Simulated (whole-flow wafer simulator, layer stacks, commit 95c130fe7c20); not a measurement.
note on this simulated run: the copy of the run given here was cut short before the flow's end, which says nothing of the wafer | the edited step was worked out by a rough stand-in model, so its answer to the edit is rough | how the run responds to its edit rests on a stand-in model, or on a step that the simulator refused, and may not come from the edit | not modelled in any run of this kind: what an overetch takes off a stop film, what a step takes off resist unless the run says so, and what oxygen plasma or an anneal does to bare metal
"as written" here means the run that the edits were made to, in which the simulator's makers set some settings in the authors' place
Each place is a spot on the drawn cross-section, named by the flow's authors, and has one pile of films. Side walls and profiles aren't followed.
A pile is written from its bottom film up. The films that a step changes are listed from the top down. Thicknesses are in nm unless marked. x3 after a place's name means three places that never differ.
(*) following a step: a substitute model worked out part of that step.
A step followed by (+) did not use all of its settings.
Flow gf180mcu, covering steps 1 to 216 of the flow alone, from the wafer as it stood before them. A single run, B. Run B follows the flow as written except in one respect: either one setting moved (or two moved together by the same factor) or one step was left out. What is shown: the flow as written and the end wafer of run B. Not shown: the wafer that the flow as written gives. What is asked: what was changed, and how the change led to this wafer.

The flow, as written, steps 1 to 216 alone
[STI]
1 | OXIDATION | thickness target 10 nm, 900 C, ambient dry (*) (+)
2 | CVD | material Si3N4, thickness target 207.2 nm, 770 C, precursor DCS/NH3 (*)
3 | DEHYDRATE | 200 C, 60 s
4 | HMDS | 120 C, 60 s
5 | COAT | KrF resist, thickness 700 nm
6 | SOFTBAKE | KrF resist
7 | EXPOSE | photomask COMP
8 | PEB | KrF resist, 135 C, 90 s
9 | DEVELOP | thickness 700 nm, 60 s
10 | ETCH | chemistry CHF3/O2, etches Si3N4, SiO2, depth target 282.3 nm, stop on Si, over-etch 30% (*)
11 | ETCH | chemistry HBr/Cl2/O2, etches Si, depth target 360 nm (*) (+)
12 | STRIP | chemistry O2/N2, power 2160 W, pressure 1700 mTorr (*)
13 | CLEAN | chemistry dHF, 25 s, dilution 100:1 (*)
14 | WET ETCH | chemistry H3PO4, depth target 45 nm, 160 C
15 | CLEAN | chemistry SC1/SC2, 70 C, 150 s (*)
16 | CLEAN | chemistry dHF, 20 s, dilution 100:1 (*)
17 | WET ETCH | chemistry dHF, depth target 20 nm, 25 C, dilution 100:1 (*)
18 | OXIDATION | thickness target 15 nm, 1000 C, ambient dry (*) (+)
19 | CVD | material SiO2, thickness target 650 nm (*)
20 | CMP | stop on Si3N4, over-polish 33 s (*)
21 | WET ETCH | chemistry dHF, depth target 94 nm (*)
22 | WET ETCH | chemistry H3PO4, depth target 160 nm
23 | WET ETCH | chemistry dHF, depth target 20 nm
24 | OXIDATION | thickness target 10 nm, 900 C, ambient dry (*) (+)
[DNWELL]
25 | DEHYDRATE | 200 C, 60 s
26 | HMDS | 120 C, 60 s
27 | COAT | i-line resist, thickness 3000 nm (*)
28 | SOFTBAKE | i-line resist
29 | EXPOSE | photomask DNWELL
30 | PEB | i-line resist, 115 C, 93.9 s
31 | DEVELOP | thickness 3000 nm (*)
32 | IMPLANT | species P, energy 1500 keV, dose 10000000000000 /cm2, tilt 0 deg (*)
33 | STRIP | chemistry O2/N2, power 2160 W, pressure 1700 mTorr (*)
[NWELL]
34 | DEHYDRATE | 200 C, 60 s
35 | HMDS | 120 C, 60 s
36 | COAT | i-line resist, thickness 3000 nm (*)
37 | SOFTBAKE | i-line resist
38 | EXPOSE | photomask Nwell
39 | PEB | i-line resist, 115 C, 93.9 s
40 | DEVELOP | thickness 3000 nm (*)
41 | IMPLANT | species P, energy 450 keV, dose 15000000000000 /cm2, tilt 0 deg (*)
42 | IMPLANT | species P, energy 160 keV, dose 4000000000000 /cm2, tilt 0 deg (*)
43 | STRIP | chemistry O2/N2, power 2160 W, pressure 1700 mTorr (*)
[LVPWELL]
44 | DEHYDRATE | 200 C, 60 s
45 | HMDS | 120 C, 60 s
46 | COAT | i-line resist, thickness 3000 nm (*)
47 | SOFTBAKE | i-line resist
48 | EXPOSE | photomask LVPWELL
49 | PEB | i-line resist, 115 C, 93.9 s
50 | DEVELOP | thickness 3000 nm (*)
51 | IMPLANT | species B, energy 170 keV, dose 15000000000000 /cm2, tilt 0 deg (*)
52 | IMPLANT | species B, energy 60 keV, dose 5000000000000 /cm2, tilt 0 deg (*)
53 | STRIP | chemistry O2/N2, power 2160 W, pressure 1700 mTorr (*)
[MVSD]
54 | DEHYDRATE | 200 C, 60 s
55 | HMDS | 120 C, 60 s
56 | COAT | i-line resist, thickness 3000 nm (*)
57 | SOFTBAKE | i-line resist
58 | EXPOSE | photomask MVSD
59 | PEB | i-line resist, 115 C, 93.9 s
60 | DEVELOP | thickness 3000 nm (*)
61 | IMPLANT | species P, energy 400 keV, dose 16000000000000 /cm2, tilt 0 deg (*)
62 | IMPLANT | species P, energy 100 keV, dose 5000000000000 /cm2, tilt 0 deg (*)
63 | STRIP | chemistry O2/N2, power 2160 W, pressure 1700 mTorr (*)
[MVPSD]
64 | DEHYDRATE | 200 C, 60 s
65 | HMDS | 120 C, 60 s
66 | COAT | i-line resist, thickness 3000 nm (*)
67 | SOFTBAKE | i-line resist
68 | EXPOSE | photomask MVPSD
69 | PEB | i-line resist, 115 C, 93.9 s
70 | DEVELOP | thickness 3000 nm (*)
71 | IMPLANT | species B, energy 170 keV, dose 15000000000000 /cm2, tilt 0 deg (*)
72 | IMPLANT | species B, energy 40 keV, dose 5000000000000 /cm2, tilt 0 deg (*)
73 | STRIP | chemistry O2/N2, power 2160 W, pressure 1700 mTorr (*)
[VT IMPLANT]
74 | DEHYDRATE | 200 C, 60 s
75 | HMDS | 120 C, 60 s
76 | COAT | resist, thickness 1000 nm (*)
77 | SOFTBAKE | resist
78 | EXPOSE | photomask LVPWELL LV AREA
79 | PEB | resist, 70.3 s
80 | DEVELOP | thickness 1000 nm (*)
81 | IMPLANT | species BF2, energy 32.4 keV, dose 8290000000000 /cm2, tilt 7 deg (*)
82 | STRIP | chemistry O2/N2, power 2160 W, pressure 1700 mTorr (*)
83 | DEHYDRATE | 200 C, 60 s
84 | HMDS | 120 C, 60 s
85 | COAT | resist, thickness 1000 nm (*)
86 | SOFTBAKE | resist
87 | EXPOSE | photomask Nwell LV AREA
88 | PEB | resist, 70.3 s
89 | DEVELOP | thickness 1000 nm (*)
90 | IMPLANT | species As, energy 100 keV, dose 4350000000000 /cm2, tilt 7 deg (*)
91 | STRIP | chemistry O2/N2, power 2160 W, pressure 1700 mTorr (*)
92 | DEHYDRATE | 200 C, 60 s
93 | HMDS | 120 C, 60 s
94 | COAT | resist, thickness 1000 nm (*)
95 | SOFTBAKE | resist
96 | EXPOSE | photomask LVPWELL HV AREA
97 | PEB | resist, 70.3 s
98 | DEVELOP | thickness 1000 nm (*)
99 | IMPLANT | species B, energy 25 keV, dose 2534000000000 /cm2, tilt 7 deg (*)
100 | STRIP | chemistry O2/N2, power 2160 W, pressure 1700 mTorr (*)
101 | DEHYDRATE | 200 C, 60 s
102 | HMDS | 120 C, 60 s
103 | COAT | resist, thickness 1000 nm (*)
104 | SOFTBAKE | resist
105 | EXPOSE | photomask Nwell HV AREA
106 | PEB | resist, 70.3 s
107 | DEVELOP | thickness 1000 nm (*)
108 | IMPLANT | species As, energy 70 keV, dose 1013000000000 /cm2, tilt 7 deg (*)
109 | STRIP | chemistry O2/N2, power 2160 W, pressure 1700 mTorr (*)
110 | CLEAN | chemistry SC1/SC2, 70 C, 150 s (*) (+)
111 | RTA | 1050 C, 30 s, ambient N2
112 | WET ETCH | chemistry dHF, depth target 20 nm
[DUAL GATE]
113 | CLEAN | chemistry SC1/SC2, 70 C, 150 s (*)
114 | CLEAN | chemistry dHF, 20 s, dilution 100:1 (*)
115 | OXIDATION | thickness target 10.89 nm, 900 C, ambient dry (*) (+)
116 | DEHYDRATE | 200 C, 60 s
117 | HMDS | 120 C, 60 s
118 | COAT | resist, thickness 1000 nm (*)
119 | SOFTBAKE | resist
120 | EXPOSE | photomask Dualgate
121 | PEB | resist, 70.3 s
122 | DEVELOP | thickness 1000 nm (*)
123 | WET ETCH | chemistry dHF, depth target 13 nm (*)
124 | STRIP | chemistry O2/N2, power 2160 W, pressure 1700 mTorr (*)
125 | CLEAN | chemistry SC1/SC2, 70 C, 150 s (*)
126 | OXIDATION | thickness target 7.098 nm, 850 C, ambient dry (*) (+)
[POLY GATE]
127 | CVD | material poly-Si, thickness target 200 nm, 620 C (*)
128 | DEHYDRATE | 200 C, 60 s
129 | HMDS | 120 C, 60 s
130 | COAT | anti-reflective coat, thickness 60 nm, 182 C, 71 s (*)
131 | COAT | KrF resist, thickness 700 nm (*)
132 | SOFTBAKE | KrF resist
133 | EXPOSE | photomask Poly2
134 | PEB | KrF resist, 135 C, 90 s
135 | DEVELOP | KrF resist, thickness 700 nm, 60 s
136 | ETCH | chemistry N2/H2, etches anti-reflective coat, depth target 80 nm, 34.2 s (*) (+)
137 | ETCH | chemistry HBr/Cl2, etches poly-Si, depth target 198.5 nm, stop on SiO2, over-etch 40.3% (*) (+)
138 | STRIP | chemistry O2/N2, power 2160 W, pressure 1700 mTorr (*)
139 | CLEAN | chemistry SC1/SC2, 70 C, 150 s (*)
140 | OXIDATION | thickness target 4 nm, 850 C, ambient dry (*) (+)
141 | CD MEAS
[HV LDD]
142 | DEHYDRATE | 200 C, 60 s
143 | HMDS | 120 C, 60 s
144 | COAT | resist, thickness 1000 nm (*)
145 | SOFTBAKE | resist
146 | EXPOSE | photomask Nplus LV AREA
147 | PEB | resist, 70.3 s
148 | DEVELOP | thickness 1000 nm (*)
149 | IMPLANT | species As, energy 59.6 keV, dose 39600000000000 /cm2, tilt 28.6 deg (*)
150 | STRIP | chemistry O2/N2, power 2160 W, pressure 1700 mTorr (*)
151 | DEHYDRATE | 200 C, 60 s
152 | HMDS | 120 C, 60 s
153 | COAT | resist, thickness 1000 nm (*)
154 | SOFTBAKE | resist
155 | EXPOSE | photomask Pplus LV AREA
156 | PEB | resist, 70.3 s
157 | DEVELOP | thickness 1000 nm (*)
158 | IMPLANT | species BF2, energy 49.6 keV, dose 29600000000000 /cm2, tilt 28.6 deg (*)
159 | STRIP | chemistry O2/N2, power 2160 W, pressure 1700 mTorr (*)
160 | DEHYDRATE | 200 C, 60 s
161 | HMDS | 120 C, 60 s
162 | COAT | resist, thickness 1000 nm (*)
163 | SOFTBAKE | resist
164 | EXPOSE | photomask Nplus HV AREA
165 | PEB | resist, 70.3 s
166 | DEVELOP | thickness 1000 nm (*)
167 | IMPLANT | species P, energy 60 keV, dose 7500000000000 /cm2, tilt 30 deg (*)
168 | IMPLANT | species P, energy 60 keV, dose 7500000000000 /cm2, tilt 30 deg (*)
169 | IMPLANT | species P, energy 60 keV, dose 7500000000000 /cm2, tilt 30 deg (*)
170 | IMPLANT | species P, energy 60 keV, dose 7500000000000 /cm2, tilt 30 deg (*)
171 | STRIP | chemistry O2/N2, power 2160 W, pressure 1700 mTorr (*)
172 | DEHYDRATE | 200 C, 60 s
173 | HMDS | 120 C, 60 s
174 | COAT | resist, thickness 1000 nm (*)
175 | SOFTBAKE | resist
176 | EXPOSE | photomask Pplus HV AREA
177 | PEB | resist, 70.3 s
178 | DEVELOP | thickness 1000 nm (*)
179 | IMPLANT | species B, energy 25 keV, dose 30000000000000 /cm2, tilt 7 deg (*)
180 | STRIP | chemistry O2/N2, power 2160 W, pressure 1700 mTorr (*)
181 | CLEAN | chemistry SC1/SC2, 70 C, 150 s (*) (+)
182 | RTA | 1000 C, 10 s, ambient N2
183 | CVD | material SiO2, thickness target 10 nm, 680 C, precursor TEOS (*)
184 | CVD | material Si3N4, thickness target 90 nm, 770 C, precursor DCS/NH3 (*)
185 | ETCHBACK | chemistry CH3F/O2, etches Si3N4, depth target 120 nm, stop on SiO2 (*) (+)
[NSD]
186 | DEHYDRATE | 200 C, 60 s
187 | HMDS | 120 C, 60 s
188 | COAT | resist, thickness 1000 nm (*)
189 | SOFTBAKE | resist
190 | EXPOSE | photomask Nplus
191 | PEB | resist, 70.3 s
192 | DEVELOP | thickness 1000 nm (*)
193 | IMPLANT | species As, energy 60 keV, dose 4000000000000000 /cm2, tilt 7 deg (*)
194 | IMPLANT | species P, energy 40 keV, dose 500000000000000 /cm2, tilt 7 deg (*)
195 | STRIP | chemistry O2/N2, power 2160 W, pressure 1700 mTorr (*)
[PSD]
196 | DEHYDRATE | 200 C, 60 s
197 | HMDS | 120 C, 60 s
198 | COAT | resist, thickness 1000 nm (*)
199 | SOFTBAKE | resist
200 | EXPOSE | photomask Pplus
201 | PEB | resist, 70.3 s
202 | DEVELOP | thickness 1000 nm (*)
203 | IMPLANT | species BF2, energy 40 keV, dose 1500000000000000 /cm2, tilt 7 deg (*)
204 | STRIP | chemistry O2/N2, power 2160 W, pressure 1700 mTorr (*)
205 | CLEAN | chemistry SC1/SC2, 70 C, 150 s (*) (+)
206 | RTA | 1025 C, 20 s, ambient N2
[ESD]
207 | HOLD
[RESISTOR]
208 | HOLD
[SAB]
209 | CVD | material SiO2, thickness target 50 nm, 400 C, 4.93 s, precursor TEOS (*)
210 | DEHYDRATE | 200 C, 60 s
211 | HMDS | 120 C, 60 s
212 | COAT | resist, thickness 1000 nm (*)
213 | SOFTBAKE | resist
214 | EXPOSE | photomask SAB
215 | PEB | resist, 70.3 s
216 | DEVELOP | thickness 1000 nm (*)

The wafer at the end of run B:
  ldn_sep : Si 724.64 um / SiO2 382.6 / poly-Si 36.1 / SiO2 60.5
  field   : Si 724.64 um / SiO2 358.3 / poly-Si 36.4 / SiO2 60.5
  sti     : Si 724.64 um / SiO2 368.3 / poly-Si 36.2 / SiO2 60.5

What caused this: step 127, CVD: thickness target 318 nm was run, while the flow as written has thickness target 200 nm.

Step by step, how the change led to this:
  127 | CVD | material poly-Si, thickness target 200 nm, 620 C (*)
      field, field__w1, field__w2 and 87 more: poly-Si gains 318 (new film) (as written it would have been: poly-Si gains 200 (new film))
      ldn_drn, ldp_drn: poly-Si gains 318.8 (new film) (as written it would have been: poly-Si gains 200 (new film))
  137 | ETCH | chemistry HBr/Cl2, etches poly-Si, depth target 198.5 nm, stop on SiO2, over-etch 40.3% (*) (+)
      field__w3, field__w12, field_sub and 14 more: poly-Si loses 278.5 (as written it would have been: poly-Si loses 199 (all of it), SiO2 loses 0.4)
      field__w6, sti, m1 and 11 more: poly-Si loses 278.5 (as written it would have been: poly-Si loses 198.8 (all of it), SiO2 loses 0.4)
      (as well as at 33 more places)
  138 | STRIP | chemistry O2/N2, power 2160 W, pressure 1700 mTorr (*)
      field, field__w1, field__w2 and 61 more: chemical SiO2 gains 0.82 (new film), poly-Si loses 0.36 (as written it would have been: nothing)
  139 | CLEAN | chemistry SC1/SC2, 70 C, 150 s (*)
      field, field__w1, field__w2 and 34 more: chemical SiO2 loses 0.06, poly-Si loses 0.27 (as written it would have been: SiO2 loses 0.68)
  140 | OXIDATION | thickness target 4 nm, 850 C, ambient dry (*) (+)
      field, field__w1, field__w2 and 21 more: SiO2 gains 4 (new film), chemical SiO2 loses 0.76 (all of it), poly-Si loses 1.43 (as written it would have been: SiO2 gains 0.15, Si loses 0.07)
      active_hv, active_nat, ld_sd_n and 11 more: SiO2 gains 4 (new film), chemical SiO2 loses 0.76 (all of it), poly-Si loses 1.43 (as written it would have been: SiO2 gains 0.96, Si loses 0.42)
      (as well as at 26 more places)
  144 | COAT | resist, thickness 1000 nm (*)
      polyc_n, polyc_p: resist gains 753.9 (new film) (as written it would have been: resist gains 817.8 (new film))
      field_sub__w4: resist gains 1070.5 (new film) (as written it would have been: resist gains 1047.7 (new film))
      (as well as at 30 more places)
  145 | SOFTBAKE | resist
      active_hv: resist loses 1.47 (as written it would have been: resist gains 0.44)
      nw_enc_fld_lv__w3: resist loses 1.65 (as written it would have been: resist gains 2.63)
      (as well as at 73 more places)
  147 | PEB | resist, 70.3 s
      polyc_n, polyc_n_rim, polyc_p, polyc_p_rim: resist loses 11 (as written it would have been: resist loses 12.2)
      ldn_ch, ldn_acc, ldp_ch, ldp_acc: resist loses 11.9 (as written it would have been: resist loses 13)
      (as well as at 27 more places)
  148 | DEVELOP | thickness 1000 nm (*)
      gate: resist loses 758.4 (all of it) (as written it would have been: resist loses 822.7 (all of it))
      npoly_u: resist loses 759.2 (all of it) (as written it would have been: resist loses 821.5 (all of it))
      (as well as at 3 more places)
  150 | STRIP | chemistry O2/N2, power 2160 W, pressure 1700 mTorr (*)
      field_sub__w4: resist loses 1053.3 (all of it) (as written it would have been: resist loses 1030.9 (all of it))
      gate_hv: resist loses 763.6 (all of it) (as written it would have been: resist loses 824.2 (all of it))
      (as well as at 25 more places)
  153 | COAT | resist, thickness 1000 nm (*)
      polyc_n, polyc_p: resist gains 753.9 (new film) (as written it would have been: resist gains 817.8 (new film))
      field_sub__w4: resist gains 1070.5 (new film) (as written it would have been: resist gains 1047.7 (new film))
      (as well as at 30 more places)
  154 | SOFTBAKE | resist
      active_hv: resist loses 1.47 (as written it would have been: resist gains 0.44)
      nw_enc_fld_lv__w3: resist loses 1.65 (as written it would have been: resist gains 2.63)
      (as well as at 73 more places)
  156 | PEB | resist, 70.3 s
      polyc_n, polyc_n_rim, polyc_p, polyc_p_rim: resist loses 11 (as written it would have been: resist loses 12.2)
      ldn_ch, ldn_acc, ldp_ch, ldp_acc: resist loses 11.9 (as written it would have been: resist loses 13)
      (as well as at 27 more places)
  157 | DEVELOP | thickness 1000 nm (*)
      gate_p: resist loses 765.8 (all of it) (as written it would have been: resist loses 828.7 (all of it))
      ppoly_u: resist loses 767 (all of it) (as written it would have been: resist loses 827 (all of it))
      (as well as at 3 more places)
  159 | STRIP | chemistry O2/N2, power 2160 W, pressure 1700 mTorr (*)
      field_sub__w4: resist loses 1053.3 (all of it) (as written it would have been: resist loses 1030.9 (all of it))
      gate: resist loses 758.4 (all of it) (as written it would have been: resist loses 822.7 (all of it))
      (as well as at 25 more places)
  162 | COAT | resist, thickness 1000 nm (*)
      polyc_n, polyc_p: resist gains 753.9 (new film) (as written it would have been: resist gains 817.8 (new film))
      field_sub__w4: resist gains 1070.5 (new film) (as written it would have been: resist gains 1047.7 (new film))
      (as well as at 30 more places)
  ... 23 further steps ...
  216 | DEVELOP | thickness 1000 nm (*)
      field__w3, field__w12: resist loses 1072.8 (all of it) (as written it would have been: resist loses 1049.4 (all of it))
      field__w2: resist loses 1059 (all of it) (as written it would have been: resist loses 1035.2 (all of it))
      (as well as at 43 more places)
